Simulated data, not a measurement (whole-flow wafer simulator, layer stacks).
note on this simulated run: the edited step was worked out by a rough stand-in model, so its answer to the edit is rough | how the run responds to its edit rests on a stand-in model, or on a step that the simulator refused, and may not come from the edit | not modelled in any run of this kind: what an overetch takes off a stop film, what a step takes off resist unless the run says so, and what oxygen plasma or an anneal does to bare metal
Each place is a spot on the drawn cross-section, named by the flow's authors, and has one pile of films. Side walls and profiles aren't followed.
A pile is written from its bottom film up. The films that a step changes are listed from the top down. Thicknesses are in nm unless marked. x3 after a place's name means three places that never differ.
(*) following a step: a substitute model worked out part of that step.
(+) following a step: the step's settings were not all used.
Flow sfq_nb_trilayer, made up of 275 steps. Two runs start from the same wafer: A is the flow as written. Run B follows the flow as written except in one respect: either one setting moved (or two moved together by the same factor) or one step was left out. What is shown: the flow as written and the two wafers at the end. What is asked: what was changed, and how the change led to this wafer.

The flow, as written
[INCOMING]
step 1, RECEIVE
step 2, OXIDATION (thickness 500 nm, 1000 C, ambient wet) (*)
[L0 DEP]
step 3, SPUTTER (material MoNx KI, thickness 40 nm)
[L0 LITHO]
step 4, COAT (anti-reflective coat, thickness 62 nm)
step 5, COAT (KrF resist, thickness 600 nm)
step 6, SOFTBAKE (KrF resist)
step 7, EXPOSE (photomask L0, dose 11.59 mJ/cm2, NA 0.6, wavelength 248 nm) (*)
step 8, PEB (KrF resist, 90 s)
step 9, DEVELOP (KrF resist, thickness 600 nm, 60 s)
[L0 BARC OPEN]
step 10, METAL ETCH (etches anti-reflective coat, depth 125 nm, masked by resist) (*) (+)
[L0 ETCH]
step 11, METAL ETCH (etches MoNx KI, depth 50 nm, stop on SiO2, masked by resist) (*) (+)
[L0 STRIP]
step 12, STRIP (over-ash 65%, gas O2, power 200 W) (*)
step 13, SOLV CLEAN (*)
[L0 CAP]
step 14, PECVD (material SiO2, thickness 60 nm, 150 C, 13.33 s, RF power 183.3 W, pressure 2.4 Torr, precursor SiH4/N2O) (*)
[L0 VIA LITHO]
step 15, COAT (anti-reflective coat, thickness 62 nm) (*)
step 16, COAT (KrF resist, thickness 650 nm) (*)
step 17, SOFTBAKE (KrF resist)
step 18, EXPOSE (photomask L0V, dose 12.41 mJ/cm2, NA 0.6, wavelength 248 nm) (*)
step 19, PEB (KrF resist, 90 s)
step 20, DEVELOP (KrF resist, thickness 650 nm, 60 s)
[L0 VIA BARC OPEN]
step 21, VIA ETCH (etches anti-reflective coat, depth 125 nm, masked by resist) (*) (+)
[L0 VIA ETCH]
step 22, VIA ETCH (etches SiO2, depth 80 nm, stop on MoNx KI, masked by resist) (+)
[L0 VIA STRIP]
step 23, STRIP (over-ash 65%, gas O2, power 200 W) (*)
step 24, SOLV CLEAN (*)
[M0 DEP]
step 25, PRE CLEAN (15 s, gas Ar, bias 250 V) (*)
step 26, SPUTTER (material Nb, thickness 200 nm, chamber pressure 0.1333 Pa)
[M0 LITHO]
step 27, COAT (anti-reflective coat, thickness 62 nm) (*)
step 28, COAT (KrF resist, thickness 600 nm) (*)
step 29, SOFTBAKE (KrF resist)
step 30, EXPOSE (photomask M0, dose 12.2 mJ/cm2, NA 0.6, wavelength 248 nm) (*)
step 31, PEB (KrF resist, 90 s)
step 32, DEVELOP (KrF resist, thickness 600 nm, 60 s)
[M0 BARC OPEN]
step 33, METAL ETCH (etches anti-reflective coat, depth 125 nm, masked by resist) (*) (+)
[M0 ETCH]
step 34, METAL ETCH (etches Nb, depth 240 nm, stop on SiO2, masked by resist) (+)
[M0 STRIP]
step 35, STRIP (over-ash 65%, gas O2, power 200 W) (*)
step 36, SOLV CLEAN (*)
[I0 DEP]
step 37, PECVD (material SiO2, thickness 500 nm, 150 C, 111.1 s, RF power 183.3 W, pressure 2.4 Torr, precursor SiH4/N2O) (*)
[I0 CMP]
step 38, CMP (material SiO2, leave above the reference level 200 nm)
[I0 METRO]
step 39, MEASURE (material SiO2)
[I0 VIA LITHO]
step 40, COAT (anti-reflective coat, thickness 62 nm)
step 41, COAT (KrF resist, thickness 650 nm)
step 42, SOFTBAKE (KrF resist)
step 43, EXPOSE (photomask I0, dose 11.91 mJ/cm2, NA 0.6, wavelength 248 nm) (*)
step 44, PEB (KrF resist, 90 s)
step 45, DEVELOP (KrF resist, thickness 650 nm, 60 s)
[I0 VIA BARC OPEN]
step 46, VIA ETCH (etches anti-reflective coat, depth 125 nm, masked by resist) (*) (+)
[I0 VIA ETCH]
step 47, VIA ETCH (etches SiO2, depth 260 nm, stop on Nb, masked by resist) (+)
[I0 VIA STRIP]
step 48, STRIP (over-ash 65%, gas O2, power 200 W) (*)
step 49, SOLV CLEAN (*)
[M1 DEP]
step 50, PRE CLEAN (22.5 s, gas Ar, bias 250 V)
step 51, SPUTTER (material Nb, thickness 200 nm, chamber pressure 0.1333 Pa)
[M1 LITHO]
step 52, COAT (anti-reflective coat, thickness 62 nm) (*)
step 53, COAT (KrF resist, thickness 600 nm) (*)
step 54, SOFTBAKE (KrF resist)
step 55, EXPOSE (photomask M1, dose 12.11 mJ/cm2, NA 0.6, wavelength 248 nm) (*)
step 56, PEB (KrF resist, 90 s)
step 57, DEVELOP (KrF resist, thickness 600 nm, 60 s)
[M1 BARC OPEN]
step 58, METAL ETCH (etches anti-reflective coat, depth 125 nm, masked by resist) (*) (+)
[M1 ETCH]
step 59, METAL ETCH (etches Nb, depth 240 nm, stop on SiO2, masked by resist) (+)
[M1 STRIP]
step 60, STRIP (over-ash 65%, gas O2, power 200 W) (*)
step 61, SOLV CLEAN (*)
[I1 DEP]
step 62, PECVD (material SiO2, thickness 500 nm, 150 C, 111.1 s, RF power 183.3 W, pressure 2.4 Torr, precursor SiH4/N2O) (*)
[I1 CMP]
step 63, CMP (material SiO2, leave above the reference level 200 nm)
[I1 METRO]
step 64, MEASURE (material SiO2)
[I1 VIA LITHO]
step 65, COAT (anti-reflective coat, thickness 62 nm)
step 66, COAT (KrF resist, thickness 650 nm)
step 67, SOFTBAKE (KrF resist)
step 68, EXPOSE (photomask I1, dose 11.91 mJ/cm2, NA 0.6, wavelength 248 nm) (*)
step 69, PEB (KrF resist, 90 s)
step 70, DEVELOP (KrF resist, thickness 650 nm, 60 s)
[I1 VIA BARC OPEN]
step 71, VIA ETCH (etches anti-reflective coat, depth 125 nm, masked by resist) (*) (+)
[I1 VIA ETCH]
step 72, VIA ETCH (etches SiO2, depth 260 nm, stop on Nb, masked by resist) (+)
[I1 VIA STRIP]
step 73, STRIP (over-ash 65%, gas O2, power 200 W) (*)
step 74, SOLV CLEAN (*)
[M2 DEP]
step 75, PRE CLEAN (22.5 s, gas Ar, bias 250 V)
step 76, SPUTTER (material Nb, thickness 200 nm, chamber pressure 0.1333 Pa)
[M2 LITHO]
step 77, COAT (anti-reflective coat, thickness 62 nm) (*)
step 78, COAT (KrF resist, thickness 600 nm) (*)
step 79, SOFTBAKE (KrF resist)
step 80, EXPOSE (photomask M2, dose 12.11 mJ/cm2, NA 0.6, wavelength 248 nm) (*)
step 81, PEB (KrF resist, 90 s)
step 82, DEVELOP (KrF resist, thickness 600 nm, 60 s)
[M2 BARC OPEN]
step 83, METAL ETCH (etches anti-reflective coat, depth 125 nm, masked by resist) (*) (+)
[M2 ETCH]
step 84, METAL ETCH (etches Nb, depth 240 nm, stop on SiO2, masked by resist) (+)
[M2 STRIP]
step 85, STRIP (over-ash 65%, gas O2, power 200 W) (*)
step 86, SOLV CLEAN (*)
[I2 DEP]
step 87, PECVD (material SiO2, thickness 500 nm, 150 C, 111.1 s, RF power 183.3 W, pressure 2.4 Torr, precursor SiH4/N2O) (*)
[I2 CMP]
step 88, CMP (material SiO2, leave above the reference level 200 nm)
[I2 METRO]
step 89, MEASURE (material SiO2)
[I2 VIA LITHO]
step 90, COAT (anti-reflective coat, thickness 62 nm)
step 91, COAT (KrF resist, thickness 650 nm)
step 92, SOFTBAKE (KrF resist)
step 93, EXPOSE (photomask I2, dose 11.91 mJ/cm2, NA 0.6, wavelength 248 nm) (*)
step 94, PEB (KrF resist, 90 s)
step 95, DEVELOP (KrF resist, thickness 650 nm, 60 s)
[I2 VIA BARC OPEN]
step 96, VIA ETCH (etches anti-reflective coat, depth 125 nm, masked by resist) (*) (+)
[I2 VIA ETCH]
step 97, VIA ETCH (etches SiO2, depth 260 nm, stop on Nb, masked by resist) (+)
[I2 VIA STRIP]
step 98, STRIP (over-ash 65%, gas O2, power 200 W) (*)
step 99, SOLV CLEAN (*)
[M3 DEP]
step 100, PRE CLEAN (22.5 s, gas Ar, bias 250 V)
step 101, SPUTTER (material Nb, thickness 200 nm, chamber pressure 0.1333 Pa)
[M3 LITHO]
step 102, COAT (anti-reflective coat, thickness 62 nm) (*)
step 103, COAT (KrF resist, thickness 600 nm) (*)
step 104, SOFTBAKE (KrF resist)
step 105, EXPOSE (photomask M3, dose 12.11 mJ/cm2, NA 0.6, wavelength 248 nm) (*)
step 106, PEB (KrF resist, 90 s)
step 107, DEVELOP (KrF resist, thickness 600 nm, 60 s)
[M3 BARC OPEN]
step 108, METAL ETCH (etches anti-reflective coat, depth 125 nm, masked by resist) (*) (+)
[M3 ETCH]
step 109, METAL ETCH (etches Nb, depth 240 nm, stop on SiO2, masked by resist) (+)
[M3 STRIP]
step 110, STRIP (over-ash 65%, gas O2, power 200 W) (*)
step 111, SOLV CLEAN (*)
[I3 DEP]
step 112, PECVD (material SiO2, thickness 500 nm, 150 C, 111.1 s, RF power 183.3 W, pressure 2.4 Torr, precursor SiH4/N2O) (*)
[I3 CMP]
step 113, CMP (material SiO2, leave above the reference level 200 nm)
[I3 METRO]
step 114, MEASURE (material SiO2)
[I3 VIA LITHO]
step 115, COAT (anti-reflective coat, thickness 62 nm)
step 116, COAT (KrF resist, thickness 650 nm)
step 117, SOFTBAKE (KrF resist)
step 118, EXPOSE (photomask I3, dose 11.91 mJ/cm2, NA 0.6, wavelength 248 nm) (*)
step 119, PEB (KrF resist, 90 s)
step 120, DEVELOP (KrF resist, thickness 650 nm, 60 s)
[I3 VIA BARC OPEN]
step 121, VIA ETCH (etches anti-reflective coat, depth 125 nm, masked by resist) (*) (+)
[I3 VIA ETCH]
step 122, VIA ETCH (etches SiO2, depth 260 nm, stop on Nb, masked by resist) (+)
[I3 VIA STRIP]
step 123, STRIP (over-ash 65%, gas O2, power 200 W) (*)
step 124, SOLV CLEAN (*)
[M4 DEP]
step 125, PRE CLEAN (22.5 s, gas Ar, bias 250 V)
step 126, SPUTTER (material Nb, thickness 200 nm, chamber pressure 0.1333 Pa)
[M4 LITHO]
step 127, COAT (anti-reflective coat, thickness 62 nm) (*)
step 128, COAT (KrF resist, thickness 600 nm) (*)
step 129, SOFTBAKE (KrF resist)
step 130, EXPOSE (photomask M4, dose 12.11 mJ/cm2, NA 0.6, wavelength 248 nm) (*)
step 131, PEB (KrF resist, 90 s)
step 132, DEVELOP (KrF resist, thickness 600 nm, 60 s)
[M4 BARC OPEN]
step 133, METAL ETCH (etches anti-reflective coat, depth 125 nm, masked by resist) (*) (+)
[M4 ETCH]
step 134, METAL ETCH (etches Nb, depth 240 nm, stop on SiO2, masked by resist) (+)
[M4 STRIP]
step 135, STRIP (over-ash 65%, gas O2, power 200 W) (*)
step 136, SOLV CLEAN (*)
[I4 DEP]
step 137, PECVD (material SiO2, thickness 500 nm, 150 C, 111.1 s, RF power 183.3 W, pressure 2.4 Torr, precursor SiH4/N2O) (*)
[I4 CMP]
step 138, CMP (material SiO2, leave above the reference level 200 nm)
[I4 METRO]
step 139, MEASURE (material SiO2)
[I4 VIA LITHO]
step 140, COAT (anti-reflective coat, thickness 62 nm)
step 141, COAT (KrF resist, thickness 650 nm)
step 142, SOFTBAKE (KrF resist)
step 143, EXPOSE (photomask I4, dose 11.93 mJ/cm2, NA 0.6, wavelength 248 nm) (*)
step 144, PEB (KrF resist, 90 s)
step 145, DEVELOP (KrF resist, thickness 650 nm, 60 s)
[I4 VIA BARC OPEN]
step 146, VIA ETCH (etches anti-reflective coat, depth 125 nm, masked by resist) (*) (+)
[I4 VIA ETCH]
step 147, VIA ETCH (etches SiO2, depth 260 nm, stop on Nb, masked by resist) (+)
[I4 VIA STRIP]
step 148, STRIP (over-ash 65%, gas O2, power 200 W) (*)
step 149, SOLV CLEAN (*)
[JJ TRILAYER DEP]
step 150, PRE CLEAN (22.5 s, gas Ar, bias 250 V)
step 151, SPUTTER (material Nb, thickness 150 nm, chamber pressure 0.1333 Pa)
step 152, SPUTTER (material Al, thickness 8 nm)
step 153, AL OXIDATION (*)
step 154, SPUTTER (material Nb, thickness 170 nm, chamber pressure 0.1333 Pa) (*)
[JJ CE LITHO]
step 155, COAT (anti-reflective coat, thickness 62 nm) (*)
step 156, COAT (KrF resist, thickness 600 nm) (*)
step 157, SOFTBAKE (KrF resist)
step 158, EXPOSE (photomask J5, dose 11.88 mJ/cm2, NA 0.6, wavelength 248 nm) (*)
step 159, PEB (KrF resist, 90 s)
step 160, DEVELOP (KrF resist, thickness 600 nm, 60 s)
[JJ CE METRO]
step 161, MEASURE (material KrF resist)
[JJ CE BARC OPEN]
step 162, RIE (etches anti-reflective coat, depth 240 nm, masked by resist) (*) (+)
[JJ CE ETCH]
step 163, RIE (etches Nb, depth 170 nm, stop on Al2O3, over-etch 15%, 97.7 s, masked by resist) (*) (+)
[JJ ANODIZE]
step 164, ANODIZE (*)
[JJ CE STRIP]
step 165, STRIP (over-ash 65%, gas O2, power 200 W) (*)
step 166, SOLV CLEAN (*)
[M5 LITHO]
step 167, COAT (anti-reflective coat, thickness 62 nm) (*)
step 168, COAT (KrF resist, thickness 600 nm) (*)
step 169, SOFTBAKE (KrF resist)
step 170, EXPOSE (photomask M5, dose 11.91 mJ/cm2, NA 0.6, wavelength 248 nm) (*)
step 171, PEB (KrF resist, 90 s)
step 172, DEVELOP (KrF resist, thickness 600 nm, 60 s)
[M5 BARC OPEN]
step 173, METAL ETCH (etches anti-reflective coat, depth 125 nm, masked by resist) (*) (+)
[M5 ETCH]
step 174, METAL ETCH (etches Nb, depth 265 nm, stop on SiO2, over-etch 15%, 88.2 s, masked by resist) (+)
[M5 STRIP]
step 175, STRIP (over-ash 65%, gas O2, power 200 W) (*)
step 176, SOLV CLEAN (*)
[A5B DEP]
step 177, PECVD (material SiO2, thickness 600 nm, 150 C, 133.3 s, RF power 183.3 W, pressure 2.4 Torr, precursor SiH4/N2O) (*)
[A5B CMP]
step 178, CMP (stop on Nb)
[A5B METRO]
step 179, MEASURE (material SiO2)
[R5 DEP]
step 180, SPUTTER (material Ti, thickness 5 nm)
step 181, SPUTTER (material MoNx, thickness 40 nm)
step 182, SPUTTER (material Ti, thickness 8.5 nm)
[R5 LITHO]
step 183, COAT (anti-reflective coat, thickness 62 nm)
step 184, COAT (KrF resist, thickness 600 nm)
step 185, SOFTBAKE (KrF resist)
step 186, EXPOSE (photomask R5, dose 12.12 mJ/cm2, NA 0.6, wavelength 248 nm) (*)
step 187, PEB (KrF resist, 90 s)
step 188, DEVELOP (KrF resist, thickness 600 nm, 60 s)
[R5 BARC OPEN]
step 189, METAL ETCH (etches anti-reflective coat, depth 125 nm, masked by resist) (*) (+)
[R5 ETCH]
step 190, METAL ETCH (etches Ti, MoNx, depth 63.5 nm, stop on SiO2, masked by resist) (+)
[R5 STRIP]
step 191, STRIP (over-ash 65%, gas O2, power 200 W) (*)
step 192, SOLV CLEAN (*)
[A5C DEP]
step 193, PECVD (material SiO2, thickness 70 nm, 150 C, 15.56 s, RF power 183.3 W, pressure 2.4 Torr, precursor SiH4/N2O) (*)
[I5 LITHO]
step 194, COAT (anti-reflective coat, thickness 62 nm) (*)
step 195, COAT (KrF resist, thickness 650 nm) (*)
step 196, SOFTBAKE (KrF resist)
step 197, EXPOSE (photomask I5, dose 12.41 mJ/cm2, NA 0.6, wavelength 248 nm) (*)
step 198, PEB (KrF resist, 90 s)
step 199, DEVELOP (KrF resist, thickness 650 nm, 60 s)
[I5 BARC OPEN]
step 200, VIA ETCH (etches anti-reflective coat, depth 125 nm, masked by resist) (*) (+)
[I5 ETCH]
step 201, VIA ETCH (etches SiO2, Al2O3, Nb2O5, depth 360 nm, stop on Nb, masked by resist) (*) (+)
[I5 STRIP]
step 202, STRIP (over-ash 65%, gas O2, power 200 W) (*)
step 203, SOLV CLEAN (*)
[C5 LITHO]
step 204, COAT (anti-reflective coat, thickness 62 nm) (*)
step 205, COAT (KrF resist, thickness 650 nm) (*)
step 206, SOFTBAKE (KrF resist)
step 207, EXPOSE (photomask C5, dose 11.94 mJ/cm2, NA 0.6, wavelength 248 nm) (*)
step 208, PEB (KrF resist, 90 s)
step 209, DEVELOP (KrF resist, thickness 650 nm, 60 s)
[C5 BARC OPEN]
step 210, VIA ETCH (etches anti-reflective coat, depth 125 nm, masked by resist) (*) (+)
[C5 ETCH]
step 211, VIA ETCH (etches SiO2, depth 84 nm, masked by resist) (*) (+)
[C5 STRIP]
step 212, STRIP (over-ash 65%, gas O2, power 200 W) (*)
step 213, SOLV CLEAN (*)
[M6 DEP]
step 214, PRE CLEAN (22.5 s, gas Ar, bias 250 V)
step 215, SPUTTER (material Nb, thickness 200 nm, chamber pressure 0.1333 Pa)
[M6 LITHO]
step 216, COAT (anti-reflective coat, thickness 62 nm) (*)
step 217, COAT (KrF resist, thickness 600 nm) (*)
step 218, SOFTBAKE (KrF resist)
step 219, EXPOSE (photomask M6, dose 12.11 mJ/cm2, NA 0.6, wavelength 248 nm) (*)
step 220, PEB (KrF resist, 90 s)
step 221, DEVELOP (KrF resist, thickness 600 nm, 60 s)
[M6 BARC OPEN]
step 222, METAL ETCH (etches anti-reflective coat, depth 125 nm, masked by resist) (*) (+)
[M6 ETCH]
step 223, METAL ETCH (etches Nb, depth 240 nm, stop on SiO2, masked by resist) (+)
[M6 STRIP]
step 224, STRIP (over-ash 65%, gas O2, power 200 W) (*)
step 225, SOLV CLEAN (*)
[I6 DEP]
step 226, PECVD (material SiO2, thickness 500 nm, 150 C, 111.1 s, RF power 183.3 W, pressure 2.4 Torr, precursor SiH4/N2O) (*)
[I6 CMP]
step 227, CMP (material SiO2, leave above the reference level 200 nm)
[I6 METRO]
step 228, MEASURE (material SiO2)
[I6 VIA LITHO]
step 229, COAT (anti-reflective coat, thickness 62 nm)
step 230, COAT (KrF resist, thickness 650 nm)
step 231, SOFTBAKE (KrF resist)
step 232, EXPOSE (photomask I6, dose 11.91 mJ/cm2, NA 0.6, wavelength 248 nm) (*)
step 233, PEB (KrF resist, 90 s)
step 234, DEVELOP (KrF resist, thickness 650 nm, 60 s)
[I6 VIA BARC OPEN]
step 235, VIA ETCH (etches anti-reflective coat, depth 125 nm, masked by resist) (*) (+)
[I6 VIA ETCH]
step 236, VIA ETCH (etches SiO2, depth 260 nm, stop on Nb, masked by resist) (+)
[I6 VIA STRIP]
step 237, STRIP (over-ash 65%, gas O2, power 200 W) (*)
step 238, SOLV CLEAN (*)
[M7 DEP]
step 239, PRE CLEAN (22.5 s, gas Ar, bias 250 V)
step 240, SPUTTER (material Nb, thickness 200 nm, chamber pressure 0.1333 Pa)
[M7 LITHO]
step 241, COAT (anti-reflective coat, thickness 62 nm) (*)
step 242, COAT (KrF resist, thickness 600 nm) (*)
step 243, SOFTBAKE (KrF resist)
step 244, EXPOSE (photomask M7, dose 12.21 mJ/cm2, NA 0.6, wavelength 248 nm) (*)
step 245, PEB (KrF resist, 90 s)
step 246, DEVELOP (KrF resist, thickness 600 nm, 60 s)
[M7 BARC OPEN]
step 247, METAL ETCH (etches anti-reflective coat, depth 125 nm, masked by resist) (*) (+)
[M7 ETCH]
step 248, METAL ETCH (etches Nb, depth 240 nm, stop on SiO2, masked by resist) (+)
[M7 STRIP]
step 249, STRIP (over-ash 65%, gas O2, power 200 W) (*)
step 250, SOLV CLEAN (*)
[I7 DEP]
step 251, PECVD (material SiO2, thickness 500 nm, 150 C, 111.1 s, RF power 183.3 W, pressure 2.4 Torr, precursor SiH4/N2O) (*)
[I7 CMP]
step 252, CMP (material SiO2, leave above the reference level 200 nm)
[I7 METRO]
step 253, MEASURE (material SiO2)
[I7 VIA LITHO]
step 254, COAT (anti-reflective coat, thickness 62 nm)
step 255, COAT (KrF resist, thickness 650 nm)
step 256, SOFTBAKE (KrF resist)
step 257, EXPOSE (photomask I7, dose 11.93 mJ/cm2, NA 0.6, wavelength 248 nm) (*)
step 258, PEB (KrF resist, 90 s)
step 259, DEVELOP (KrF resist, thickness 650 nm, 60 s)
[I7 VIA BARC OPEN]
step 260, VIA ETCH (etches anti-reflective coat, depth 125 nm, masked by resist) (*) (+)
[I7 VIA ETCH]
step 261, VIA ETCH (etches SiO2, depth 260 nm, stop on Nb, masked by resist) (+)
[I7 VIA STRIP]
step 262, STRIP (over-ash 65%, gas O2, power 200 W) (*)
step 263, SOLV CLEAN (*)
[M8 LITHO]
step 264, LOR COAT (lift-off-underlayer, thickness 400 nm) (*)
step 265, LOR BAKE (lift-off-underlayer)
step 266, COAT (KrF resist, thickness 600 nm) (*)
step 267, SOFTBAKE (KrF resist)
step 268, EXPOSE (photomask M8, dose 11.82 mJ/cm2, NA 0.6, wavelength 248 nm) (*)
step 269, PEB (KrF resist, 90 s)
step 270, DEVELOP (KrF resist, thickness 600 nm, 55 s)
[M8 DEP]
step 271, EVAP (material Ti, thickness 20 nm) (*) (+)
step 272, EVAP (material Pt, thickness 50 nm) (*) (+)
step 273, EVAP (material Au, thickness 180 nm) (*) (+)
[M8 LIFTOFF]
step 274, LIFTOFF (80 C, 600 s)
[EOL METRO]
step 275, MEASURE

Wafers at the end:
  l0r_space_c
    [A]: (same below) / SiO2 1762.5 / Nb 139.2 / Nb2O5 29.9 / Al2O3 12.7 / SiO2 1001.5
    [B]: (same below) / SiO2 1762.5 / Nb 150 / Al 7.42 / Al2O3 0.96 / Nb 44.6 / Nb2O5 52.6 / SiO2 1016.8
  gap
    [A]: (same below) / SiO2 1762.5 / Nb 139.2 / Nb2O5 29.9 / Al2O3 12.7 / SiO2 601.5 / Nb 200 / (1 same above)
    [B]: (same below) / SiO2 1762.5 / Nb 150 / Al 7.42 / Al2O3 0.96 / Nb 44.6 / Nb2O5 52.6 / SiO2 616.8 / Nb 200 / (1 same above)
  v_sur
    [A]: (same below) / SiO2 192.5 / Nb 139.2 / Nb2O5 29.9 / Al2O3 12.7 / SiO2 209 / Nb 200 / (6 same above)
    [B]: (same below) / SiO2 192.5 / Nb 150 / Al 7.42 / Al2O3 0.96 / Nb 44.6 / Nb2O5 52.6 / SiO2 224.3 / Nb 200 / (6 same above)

What caused this: step 154, SPUTTER: thickness 259 nm was run, whereas the flow has thickness 170 nm.

Step by step, how the change led to this:
  step 154, SPUTTER (material Nb, thickness 170 nm, chamber pressure 0.1333 Pa) (*)
      field_l, v_sur, via_sp and 100 more: A +170 Nb (new film) | B +259 Nb (new film)
      via_wl, via_wr: A +140.7 Nb (new film) | B +215.2 Nb (new film)
      (also at 1 further place)
  step 155, COAT (anti-reflective coat, thickness 62 nm) (*)
      via_wl, via_wr: A +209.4 anti-reflective coat (new film) | B +237 anti-reflective coat (new film)
      via_w: A +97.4 anti-reflective coat (new film) | B +106.6 anti-reflective coat (new film)
  step 162, RIE (etches anti-reflective coat, depth 240 nm, masked by resist) (*) (+)
      ce_l, c5j, ce_r, wl_jj: A -209.4 KrF resist | B -237 KrF resist
      via_wl, via_wr: A -209.4 anti-reflective coat (all of it) | B -237 anti-reflective coat (all of it)
      (also at 1 further place)
  step 163, RIE (etches Nb, depth 170 nm, stop on Al2O3, over-etch 15%, 97.7 s, masked by resist) (*) (+)
      field_l, v_sur, via_sp and 96 more: A -170 Nb (all of it), -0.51 Al2O3 | B -195.5 Nb
      via_wl, via_wr: A -140.7 Nb (all of it), -0.96 Al2O3 (all of it) | B -195.5 Nb
      (also at 1 further place)
  step 164, ANODIZE (*)
      field_l, v_sur, via_sp and 96 more: A +12.2 Al2O3, +29.9 Nb2O5 (new film), -7.42 Al (all of it), -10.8 Nb | B +52.6 Nb2O5 (new film), -18.9 Nb
      via_wl, via_wr: A +7.52 Al2O3 (new film), +39.2 Nb2O5 (new film), -4.56 Al (all of it), -14.1 Nb | B +52.6 Nb2O5 (new film), -18.9 Nb
      (also at 1 further place)
  step 165, STRIP (over-ash 65%, gas O2, power 200 W) (*)
      c5j, ce_r: A -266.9 KrF resist (all of it), -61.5 anti-reflective coat (all of it) | B -239.3 KrF resist (all of it), -61.5 anti-reflective coat (all of it)
      ce_l: A -266.8 KrF resist (all of it), -61.4 anti-reflective coat (all of it) | B -239.2 KrF resist (all of it), -61.4 anti-reflective coat (all of it)
      (also at 1 further place)
  step 167, COAT (anti-reflective coat, thickness 62 nm) (*)
      wl_j_sl, wl_j_sr: A +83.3 anti-reflective coat (new film) | B +85.4 anti-reflective coat (new film)
      via_wl: A +170.5 anti-reflective coat (new film) | B +231.7 anti-reflective coat (new film)
      (also at 8 further places)
  step 168, COAT (KrF resist, thickness 600 nm) (*)
      via_wl: A +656 KrF resist (new film) | B +637.8 KrF resist (new film)
      via_w: A +732.6 KrF resist (new film) | B +754.7 KrF resist (new film)
      (also at 1 further place)
  step 174, METAL ETCH (etches Nb, depth 265 nm, stop on SiO2, over-etch 15%, 88.2 s, masked by resist) (+)
      field_l, r_sur, res and 50 more: A -12.6 Al2O3 (all of it), -29.9 Nb2O5 (all of it), -139.2 Nb (all of it), -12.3 SiO2 | B -52.6 Nb2O5 (all of it), -44.6 Nb (all of it), -0.96 Al2O3 (all of it), -7.42 Al (all of it), -150 Nb (all of it)
  step 175, STRIP (over-ash 65%, gas O2, power 200 W) (*)
      via_wl: A -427 KrF resist (all of it), -170.5 anti-reflective coat (all of it) | B -408.8 KrF resist (all of it), -231.7 anti-reflective coat (all of it)
      via_w: A -503.5 KrF resist (all of it), -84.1 anti-reflective coat (all of it) | B -525.5 KrF resist (all of it), -100.4 anti-reflective coat (all of it)
      (also at 9 further places)
  step 177, PECVD (material SiO2, thickness 600 nm, 150 C, 133.3 s, RF power 183.3 W, pressure 2.4 Torr, precursor SiH4/N2O) (*)
      via_wl, via_wr: A +600 SiO2 (new film) | B +664.4 SiO2 (new film)
      via_w: A +600 SiO2 (new film) | B +661.9 SiO2 (new film)
  step 178, CMP (stop on Nb)
      v_sur, via_sp, via_v and 43 more: A -453.5 SiO2 | B -438.2 SiO2
      field_l, p4_fl x3, p4_w1 x9 and 29 more: A -259.3 SiO2 | B -182.6 SiO2
      (also at 11 further places)
  step 201, VIA ETCH (etches SiO2, Al2O3, Nb2O5, depth 360 nm, stop on Nb, masked by resist) (*) (+)
      be: A -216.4 SiO2 (all of it), -12.7 Al2O3 (all of it), -29.9 Nb2O5 (all of it) | B -231.6 SiO2 (all of it), -52.6 Nb2O5 (all of it)
  step 204, COAT (anti-reflective coat, thickness 62 nm) (*)
      be: A +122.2 anti-reflective coat (new film) | B +125.9 anti-reflective coat (new film)
  step 205, COAT (KrF resist, thickness 650 nm) (*)
      be: A +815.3 KrF resist (new film) | B +833.4 KrF resist (new film)
  step 212, STRIP (over-ash 65%, gas O2, power 200 W) (*)
      be: A -728.2 KrF resist (all of it), -122.2 anti-reflective coat (all of it) | B -746.2 KrF resist (all of it), -125.9 anti-reflective coat (all of it)
  ... another 4 steps ...
  step 226, PECVD (material SiO2, thickness 500 nm, 150 C, 111.1 s, RF power 183.3 W, pressure 2.4 Torr, precursor SiH4/N2O) (*)
      be: A +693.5 SiO2 (new film) | B +724.4 SiO2 (new film)
Taking metal films that touch as one body, l0r_space_c has 3 bodies (between them, from the top down: Al2O3 0.96; SiO2 1762.5); the flow as written gives 2 bodies (between them, from the top down: SiO2 1762.5).
Taking metal films that touch as one body, gap has 4 bodies (between them, from the top down: SiO2 616.8 / Nb2O5 52.6; Al2O3 0.96; SiO2 1762.5); the flow as written gives 3 bodies (between them, from the top down: SiO2 601.5 / Al2O3 12.7 / Nb2O5 29.9; SiO2 1762.5).
Taking metal films that touch as one body, v_sur has 10 bodies (between them, from the top down: SiO2 200; SiO2 192.5; SiO2 224.3 / Nb2O5 52.6; Al2O3 0.96; SiO2 192.5; SiO2 192.5; SiO2 192.5; SiO2 192.5; SiO2 192.5); the flow as written gives 9 bodies (between them, from the top down: SiO2 200; SiO2 192.5; SiO2 209 / Al2O3 12.7 / Nb2O5 29.9; SiO2 192.5; SiO2 192.5; SiO2 192.5; SiO2 192.5; SiO2 192.5).
